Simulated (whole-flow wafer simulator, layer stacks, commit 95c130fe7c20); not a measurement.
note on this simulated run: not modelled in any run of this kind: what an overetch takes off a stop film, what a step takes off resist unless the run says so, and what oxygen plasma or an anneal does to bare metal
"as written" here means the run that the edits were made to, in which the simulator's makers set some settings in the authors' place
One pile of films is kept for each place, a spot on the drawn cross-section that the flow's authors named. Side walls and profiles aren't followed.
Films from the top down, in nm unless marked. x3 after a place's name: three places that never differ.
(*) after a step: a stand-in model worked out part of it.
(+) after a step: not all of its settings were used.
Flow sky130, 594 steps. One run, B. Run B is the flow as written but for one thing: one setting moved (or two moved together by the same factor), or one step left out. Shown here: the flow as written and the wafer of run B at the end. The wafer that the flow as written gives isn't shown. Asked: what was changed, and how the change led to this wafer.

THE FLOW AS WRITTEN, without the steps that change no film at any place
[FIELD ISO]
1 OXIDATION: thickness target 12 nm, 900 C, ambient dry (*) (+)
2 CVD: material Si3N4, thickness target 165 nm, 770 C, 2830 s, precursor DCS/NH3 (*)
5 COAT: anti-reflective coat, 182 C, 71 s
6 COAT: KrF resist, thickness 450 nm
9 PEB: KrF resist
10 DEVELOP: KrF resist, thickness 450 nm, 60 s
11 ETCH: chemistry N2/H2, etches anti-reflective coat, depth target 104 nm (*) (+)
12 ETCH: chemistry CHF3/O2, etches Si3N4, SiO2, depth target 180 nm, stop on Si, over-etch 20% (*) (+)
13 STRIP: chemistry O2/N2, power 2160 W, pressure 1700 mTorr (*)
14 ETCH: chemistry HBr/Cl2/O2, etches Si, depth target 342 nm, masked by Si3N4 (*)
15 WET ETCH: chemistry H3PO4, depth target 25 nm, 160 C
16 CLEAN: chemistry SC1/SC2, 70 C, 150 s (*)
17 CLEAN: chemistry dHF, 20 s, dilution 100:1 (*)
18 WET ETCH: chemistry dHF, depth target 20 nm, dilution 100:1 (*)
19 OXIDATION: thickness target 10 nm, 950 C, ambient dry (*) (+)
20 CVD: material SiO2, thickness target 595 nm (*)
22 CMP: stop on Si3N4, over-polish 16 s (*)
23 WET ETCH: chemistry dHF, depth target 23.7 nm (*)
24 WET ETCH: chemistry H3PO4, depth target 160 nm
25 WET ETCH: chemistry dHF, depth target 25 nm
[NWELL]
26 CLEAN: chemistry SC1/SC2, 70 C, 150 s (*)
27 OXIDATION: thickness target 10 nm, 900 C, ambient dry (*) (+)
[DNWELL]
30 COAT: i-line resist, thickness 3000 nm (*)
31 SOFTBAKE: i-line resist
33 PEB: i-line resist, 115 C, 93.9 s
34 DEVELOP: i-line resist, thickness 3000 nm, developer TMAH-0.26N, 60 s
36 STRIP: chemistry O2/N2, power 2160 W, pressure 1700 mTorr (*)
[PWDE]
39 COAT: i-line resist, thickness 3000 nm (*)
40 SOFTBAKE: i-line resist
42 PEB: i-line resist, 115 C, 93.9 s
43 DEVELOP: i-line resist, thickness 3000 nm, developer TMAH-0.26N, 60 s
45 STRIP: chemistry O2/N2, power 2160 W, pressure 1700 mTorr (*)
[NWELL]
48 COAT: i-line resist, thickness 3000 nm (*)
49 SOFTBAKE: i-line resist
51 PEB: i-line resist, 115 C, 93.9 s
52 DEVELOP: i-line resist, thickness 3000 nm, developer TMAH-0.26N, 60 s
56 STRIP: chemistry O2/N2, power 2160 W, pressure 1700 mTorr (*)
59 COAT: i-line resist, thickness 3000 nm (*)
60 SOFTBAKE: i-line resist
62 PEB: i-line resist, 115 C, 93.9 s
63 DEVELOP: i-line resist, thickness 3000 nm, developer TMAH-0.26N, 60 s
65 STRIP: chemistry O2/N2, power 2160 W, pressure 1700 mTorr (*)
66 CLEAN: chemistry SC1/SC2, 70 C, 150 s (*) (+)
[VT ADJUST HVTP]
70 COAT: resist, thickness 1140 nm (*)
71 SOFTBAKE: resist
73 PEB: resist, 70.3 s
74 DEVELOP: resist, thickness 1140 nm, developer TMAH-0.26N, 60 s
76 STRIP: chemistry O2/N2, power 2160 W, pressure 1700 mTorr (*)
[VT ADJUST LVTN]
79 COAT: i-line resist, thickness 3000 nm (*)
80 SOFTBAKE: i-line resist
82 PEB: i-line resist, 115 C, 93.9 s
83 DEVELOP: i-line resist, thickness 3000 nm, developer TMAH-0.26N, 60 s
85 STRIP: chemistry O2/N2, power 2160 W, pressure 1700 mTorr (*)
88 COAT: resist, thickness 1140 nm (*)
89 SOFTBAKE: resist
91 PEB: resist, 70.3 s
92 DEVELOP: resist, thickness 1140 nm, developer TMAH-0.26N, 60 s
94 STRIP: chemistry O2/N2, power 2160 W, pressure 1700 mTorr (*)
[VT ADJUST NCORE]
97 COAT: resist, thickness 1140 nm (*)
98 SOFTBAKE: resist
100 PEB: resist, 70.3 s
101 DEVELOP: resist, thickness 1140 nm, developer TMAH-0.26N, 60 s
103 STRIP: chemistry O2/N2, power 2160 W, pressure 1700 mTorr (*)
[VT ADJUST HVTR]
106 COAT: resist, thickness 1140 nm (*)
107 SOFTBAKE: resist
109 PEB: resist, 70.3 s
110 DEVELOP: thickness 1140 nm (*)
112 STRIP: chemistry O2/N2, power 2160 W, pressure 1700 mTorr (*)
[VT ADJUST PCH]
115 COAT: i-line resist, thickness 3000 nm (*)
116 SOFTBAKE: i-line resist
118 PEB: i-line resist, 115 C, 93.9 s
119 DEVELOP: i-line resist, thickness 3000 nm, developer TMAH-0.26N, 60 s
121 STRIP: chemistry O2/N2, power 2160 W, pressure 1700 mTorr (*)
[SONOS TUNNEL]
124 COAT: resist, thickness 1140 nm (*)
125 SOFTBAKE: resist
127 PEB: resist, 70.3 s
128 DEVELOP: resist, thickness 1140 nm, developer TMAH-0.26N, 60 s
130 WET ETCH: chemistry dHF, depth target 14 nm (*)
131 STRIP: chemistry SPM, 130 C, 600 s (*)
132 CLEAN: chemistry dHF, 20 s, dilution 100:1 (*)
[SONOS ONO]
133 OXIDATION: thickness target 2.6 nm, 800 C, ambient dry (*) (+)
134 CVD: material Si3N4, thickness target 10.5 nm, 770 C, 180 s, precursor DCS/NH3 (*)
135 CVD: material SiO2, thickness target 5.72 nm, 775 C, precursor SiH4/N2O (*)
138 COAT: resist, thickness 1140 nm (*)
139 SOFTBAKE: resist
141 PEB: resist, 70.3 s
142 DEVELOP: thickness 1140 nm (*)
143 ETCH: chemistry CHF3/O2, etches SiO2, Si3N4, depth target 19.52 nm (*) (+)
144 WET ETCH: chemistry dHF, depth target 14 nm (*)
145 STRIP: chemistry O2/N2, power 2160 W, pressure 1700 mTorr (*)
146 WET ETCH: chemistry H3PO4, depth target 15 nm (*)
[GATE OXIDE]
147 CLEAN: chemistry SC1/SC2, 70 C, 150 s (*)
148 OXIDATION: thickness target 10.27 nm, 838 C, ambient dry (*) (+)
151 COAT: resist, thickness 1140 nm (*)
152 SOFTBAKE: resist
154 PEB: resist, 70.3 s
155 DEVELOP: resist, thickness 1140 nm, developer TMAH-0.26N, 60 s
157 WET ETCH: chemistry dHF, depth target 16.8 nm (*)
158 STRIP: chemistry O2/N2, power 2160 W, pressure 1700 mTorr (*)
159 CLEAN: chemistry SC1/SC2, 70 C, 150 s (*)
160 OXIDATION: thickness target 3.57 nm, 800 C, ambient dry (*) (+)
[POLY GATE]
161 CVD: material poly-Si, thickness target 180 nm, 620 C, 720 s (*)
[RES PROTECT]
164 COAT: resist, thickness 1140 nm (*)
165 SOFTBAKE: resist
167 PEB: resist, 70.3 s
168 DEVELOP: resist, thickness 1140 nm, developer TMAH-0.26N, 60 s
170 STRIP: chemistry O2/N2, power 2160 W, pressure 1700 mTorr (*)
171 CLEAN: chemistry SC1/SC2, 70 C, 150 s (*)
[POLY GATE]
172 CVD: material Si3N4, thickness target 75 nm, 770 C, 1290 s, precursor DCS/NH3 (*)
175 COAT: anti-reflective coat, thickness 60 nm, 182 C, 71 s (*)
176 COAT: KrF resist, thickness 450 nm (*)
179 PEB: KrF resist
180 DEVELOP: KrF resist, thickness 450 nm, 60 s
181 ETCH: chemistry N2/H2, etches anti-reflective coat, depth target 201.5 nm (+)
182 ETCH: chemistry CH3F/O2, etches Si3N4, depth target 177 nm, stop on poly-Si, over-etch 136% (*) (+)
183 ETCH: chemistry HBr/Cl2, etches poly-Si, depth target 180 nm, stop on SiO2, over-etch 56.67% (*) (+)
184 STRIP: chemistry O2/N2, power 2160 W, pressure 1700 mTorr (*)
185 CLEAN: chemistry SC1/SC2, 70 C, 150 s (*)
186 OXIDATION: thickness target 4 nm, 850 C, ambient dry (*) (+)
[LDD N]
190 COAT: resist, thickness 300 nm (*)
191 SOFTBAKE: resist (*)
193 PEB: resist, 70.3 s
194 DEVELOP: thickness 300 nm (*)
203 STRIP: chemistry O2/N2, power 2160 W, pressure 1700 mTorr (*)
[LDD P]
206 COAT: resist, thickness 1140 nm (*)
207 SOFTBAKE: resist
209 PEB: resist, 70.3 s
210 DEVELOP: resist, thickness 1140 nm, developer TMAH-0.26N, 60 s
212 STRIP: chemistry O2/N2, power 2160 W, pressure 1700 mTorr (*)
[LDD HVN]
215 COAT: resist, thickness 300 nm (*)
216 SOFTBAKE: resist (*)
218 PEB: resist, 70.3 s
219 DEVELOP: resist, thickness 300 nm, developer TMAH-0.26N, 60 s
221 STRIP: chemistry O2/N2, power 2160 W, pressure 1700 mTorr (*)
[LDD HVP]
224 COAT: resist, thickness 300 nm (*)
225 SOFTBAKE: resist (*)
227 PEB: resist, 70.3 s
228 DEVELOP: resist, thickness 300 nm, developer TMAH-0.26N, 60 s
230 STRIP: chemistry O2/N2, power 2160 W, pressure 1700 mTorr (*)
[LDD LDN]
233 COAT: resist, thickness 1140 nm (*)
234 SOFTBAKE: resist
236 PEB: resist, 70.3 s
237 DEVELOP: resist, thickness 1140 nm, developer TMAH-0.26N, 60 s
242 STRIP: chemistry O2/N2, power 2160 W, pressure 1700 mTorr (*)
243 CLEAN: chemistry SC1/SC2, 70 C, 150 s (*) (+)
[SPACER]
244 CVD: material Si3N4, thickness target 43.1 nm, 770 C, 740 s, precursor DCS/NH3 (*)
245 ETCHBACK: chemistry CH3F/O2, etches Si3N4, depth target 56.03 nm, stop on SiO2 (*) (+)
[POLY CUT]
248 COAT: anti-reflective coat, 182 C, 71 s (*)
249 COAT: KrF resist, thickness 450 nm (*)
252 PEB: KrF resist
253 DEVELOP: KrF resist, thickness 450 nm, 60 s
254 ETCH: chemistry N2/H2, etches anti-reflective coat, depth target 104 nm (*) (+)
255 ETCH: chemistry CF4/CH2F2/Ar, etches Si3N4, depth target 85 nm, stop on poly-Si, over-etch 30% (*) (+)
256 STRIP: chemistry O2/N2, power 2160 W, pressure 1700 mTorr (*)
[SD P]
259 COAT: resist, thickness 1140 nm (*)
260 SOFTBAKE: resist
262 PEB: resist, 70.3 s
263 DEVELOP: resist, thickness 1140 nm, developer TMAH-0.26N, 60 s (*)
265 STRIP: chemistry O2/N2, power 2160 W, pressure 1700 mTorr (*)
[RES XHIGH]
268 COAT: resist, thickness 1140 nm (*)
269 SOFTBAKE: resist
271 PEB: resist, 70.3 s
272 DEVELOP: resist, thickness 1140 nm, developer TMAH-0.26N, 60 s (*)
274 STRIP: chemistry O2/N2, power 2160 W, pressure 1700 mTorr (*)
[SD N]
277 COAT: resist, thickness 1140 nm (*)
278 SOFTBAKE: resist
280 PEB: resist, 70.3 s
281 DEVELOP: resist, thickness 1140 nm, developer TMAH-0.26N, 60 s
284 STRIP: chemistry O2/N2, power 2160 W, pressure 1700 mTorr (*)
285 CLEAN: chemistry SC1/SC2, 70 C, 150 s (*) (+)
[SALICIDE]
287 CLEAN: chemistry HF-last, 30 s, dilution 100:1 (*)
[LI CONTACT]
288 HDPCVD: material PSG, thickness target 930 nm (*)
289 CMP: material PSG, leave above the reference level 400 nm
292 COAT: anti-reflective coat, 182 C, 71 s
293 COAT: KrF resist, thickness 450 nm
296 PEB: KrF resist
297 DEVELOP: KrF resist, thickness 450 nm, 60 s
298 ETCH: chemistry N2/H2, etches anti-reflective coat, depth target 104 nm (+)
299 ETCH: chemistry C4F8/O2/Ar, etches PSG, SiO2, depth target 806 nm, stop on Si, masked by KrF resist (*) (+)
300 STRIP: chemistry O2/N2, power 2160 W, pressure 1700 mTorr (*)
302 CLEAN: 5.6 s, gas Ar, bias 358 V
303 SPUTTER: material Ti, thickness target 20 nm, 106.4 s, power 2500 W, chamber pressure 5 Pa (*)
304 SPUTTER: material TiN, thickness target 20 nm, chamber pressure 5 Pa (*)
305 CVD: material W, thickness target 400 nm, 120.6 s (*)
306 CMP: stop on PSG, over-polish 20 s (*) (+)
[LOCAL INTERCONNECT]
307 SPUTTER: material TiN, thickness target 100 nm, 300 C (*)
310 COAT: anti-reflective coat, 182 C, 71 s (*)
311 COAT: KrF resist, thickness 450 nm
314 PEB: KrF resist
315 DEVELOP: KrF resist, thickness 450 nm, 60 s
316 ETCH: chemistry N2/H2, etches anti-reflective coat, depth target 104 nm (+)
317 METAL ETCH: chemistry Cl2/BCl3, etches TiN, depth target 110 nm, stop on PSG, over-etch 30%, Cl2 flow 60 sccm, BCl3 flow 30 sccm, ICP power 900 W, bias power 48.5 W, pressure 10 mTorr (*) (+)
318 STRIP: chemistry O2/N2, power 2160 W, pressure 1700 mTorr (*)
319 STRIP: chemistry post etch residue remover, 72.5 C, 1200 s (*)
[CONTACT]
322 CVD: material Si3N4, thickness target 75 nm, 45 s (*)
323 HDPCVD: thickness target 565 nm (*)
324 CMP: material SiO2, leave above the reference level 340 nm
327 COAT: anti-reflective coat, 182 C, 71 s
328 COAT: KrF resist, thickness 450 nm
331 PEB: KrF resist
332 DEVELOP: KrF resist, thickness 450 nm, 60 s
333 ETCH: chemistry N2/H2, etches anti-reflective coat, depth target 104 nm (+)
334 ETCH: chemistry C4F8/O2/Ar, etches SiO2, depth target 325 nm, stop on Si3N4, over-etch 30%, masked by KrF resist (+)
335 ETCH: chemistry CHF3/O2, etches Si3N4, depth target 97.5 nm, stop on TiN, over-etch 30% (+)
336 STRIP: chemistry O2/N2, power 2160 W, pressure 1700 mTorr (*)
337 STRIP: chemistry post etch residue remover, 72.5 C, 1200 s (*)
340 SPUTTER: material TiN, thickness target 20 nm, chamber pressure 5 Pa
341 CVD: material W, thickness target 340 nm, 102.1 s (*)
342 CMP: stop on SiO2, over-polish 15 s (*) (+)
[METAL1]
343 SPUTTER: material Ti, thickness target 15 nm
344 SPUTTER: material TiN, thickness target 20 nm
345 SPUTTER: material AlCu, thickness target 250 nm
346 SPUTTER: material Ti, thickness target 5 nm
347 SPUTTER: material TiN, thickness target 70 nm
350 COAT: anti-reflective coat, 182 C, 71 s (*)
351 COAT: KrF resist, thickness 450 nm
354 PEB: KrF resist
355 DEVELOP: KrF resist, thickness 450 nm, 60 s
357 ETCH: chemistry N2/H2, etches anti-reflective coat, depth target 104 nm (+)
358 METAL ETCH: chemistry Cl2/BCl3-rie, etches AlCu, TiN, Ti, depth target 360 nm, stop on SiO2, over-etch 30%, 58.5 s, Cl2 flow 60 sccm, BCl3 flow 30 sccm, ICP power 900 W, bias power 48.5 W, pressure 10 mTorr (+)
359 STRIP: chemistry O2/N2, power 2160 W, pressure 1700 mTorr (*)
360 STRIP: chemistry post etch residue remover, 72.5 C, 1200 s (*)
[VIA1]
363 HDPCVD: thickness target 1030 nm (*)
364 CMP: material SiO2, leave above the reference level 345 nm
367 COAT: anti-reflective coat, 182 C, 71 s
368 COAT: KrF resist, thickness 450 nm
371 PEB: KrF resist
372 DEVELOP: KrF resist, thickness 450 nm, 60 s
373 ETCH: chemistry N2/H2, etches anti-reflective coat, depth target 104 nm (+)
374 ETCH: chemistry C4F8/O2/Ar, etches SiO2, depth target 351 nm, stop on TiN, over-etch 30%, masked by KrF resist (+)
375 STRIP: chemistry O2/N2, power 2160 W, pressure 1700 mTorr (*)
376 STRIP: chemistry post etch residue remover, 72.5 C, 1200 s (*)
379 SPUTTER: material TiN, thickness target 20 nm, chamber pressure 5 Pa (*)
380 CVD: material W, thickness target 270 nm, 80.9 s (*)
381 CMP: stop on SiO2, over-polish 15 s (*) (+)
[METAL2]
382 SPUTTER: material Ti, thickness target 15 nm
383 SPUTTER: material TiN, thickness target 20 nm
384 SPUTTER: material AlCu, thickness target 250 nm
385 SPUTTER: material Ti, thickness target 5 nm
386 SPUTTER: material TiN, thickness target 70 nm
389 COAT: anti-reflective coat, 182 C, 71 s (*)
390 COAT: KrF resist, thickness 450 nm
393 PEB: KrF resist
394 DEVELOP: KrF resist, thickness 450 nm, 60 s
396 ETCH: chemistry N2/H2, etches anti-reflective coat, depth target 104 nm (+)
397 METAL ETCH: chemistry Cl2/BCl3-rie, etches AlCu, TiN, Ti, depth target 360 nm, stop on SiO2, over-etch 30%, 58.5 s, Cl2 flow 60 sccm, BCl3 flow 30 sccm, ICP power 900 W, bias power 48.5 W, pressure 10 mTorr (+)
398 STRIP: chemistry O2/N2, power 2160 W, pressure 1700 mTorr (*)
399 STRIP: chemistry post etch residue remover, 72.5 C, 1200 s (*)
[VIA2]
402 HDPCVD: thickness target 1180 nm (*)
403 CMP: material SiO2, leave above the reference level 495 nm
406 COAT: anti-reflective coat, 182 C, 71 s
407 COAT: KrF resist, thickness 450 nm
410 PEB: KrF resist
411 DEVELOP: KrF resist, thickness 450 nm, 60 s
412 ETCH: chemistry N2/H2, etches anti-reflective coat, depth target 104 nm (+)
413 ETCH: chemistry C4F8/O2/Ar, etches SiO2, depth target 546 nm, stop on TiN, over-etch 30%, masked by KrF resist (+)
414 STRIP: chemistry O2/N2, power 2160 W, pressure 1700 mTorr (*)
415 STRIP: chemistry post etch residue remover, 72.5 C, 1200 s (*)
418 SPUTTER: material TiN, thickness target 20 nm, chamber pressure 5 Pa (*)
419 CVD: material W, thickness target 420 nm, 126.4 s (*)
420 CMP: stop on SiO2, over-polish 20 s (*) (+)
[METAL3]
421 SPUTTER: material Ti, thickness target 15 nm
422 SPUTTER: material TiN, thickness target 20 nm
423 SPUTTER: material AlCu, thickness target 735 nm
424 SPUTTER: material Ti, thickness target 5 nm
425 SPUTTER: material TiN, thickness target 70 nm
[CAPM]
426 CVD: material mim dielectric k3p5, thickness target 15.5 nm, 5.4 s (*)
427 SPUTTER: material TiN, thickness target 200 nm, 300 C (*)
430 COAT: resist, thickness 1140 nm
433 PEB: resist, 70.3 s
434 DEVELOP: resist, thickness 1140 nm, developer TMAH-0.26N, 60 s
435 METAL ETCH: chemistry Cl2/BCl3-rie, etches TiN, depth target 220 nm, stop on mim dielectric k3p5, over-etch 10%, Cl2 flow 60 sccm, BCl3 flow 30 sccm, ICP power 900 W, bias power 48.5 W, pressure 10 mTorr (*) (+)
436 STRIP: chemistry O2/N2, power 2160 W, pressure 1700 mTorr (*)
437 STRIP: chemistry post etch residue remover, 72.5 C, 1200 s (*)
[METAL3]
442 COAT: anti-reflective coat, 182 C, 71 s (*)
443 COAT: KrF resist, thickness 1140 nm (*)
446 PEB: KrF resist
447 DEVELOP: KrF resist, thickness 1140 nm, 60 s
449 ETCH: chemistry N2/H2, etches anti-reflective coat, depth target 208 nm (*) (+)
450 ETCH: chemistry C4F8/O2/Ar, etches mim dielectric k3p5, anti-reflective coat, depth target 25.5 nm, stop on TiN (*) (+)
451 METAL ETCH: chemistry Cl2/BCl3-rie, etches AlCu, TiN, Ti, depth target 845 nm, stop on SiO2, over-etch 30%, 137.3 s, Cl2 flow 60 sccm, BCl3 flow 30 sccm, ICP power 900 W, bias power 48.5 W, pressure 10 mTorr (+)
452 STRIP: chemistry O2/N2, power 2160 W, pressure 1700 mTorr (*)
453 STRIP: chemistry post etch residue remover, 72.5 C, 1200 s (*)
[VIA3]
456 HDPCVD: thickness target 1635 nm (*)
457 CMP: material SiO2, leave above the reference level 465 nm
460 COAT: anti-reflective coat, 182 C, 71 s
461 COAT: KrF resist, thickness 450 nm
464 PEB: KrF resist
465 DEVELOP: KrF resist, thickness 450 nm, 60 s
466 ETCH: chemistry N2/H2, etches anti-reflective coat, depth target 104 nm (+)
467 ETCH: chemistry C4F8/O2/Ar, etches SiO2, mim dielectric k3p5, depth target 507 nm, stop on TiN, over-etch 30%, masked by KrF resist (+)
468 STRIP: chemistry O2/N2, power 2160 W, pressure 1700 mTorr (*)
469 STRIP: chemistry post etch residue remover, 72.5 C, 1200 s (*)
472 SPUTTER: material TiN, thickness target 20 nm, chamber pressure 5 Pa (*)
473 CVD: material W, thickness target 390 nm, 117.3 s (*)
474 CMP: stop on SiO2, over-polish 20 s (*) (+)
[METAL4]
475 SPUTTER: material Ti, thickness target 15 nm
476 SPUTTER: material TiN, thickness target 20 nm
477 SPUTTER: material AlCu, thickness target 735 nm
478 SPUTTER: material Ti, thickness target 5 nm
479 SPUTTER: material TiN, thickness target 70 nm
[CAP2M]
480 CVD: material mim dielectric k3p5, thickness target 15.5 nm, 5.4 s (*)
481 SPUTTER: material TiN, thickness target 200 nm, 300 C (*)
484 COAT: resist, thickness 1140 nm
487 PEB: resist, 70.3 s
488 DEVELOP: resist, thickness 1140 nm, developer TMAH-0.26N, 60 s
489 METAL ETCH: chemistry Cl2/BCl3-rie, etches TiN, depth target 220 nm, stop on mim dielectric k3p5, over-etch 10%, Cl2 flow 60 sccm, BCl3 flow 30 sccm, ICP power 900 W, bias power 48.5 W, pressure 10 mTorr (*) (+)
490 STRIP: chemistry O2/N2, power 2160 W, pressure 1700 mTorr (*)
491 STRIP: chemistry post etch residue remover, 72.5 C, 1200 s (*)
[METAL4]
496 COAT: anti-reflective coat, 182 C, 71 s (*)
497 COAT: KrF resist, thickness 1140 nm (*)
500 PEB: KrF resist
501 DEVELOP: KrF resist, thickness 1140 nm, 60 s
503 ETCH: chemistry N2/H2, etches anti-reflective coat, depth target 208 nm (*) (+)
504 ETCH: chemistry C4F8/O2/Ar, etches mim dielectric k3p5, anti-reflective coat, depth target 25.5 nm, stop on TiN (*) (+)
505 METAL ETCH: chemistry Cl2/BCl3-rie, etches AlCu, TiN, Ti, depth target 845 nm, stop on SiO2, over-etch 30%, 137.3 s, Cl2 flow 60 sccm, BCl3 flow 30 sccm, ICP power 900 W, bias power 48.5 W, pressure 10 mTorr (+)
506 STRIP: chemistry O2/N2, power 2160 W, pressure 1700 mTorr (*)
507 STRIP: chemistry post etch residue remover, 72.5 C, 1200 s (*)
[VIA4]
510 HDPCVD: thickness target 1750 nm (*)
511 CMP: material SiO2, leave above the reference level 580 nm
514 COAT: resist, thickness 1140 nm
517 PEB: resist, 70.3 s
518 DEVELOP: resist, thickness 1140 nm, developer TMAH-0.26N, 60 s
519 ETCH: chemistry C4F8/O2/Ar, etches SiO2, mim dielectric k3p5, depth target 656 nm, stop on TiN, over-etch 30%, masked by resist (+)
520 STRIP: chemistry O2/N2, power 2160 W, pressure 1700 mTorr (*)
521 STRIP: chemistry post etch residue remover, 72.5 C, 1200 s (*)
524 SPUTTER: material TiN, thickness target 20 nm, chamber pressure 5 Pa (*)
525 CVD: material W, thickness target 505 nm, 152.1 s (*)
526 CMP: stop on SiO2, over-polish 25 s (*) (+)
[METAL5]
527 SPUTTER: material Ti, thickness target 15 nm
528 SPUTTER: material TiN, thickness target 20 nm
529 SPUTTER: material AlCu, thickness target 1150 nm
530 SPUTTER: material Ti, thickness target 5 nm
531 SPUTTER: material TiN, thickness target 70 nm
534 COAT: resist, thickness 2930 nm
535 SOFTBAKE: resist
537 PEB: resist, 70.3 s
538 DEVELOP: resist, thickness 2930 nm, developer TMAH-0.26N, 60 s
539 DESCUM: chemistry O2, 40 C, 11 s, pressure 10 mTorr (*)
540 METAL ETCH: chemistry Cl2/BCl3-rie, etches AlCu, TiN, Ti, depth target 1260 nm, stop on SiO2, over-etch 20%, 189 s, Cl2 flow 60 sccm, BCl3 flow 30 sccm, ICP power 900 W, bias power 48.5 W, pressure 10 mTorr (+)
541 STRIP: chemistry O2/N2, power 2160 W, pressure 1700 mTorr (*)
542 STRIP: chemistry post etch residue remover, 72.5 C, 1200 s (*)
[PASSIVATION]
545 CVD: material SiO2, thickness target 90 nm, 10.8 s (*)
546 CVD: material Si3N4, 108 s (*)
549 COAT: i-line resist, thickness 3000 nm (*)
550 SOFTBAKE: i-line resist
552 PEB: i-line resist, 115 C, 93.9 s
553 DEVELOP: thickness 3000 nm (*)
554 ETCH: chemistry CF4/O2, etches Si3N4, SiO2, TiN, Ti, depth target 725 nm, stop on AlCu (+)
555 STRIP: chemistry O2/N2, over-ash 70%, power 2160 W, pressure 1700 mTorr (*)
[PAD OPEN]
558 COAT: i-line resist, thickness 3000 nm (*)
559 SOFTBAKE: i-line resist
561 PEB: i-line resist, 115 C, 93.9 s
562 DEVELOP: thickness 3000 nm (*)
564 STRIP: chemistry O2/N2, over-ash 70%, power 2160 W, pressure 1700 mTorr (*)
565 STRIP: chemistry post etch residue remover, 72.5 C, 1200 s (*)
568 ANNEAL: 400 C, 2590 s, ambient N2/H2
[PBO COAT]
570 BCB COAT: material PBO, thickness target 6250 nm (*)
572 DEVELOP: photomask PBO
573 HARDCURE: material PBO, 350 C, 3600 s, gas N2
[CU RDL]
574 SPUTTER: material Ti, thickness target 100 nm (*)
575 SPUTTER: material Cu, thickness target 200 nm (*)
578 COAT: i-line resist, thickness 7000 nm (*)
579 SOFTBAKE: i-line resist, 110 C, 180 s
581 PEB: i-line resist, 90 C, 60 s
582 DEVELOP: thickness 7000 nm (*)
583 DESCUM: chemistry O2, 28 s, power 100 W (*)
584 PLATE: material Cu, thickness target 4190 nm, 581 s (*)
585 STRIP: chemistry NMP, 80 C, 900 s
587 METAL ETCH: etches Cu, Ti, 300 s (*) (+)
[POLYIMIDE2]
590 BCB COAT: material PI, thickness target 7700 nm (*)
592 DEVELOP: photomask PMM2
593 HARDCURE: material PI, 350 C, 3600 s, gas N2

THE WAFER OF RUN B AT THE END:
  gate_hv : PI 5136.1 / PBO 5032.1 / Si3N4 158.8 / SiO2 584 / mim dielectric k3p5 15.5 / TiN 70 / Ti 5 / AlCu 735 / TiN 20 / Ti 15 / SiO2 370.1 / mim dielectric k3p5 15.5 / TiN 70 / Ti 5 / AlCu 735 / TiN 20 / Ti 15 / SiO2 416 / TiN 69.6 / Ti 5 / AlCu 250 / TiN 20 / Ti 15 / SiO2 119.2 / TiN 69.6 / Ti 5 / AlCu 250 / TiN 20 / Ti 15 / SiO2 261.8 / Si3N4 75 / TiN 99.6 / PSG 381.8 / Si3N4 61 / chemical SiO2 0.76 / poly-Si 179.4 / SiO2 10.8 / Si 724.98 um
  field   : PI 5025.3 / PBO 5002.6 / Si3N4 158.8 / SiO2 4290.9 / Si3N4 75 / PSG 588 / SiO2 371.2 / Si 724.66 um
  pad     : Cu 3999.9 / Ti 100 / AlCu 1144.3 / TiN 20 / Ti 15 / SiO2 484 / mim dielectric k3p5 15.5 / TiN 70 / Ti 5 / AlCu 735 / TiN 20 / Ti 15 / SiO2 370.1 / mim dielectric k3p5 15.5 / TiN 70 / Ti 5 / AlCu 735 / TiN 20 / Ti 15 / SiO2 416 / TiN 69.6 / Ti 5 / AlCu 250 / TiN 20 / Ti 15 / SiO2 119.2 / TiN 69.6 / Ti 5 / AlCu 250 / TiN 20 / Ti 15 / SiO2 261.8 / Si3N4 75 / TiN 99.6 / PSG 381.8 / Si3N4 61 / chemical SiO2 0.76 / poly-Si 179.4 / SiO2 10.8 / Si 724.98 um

The cause: step 364, CMP: leave above the reference level 197 nm was run, where the flow has leave above the reference level 345 nm.

How the change led to this, step by step:
  364 CMP: material SiO2, leave above the reference level 345 nm
      n_well, p_well, gate_hv and 100 more: SiO2 -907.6 (as written it would be: SiO2 -759.6)
      field, active, gate and 81 more: SiO2 -537.1 (as written it would be: SiO2 -389.1)
      (and at 4 more places)
  374 ETCH: chemistry C4F8/O2/Ar, etches SiO2, depth target 351 nm, stop on TiN, over-etch 30%, masked by KrF resist (+)
      field, active, n_well and 186 more: KrF resist -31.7 (as written it would be: KrF resist -70.1)
      m1, via1_hole: SiO2 -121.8 (all of it) (as written it would be: SiO2 -269.8 (all of it))
  375 STRIP: chemistry O2/N2, power 2160 W, pressure 1700 mTorr (*)
      field, active, n_well and 186 more: KrF resist -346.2 (all of it), anti-reflective coat -80 (all of it) (as written it would be: KrF resist -307.7 (all of it), anti-reflective coat -80 (all of it))
  379 SPUTTER: material TiN, thickness target 20 nm, chamber pressure 5 Pa (*)
      m1: TiN +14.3 (as written it would be: TiN +11)
      via1_hole: TiN +14.3 (as written it would be: TiN +10.9)
  380 CVD: material W, thickness target 270 nm, 80.9 s (*)
      m1: W +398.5 (new film) (as written it would be: W +549.9 (new film))
      via1_hole: W +398.6 (new film) (as written it would be: W +549.9 (new film))
